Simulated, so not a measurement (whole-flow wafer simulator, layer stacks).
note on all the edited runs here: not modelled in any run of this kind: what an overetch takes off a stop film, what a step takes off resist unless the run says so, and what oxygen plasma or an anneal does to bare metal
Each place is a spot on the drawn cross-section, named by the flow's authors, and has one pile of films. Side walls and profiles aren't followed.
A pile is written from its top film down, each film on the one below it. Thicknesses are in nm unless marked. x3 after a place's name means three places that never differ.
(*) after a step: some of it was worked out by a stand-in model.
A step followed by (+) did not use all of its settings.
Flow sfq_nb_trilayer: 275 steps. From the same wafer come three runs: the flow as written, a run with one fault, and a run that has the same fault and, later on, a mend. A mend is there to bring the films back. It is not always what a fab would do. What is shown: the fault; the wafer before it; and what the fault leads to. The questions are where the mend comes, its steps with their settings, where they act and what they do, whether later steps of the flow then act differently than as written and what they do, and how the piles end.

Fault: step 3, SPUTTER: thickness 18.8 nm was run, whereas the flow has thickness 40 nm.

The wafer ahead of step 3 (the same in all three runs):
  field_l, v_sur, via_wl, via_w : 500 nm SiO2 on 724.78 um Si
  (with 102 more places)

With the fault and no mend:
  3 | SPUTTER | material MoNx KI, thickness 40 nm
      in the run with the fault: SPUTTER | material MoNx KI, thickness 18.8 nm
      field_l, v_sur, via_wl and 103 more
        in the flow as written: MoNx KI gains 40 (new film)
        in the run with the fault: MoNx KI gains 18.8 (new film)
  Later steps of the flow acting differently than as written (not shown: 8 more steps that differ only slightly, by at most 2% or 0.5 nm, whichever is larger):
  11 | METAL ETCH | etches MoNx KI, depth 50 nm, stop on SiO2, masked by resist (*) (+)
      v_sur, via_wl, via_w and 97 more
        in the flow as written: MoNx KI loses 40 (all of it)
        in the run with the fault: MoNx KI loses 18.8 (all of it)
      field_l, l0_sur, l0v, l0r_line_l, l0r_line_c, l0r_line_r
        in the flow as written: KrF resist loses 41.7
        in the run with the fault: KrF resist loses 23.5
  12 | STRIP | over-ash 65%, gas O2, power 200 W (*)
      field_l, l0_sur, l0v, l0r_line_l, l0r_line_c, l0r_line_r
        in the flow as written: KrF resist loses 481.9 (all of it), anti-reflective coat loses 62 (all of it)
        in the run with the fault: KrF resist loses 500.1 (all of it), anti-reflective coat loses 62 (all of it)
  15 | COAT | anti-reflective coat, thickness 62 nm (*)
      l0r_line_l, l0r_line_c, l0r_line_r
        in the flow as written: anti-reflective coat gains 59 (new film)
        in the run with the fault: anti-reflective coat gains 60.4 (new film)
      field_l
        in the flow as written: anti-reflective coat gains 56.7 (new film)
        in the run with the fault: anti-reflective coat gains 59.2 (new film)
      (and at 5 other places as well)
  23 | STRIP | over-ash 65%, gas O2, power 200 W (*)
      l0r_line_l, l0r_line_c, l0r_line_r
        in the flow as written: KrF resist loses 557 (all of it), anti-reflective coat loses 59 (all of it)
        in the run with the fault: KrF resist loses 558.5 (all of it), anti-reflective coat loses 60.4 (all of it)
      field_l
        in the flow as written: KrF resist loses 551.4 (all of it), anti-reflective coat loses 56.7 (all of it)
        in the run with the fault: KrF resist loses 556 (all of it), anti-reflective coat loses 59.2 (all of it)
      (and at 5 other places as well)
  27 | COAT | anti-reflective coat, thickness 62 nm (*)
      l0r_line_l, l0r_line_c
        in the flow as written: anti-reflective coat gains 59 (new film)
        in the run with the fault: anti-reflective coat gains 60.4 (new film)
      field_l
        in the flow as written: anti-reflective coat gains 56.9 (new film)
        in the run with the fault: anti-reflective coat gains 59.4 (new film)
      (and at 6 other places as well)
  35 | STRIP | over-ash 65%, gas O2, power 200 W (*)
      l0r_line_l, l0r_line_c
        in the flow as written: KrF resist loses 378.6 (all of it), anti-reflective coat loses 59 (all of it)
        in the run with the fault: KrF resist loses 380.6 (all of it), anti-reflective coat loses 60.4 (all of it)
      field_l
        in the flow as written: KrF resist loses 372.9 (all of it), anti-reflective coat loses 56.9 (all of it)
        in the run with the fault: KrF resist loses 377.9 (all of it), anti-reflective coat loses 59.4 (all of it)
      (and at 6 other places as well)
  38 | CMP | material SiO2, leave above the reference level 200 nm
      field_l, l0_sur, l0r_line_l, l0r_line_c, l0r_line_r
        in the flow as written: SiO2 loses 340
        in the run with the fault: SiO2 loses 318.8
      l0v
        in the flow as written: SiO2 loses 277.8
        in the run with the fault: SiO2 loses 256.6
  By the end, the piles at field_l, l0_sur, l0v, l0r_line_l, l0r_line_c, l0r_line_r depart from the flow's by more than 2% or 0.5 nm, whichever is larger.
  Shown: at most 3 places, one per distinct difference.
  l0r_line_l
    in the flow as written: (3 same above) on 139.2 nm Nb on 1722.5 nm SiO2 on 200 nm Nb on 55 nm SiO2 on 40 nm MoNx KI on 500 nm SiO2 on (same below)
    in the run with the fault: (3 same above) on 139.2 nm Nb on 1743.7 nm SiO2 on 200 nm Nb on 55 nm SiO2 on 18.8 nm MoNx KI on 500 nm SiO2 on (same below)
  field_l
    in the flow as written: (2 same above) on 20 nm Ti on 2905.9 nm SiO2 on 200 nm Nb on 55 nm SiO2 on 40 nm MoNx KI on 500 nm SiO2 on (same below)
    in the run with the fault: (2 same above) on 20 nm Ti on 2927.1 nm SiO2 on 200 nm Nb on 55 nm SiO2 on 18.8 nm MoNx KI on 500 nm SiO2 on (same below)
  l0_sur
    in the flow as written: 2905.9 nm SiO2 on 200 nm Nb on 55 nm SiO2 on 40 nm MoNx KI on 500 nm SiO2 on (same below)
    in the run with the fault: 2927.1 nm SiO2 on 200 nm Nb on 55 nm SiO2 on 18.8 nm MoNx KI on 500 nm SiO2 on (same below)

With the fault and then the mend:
  The mend stands after step 3.
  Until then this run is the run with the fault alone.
  3a | SPUTTER | material MoNx KI, thickness 21.2 nm (the flow's step 3 again, with other settings)
      field_l, v_sur, via_wl and 103 more
        MoNx KI gains 21.2
  Later steps of the flow that are run all act as written at every place that is followed.
  The piles end the same as the flow's at every place that both follow.
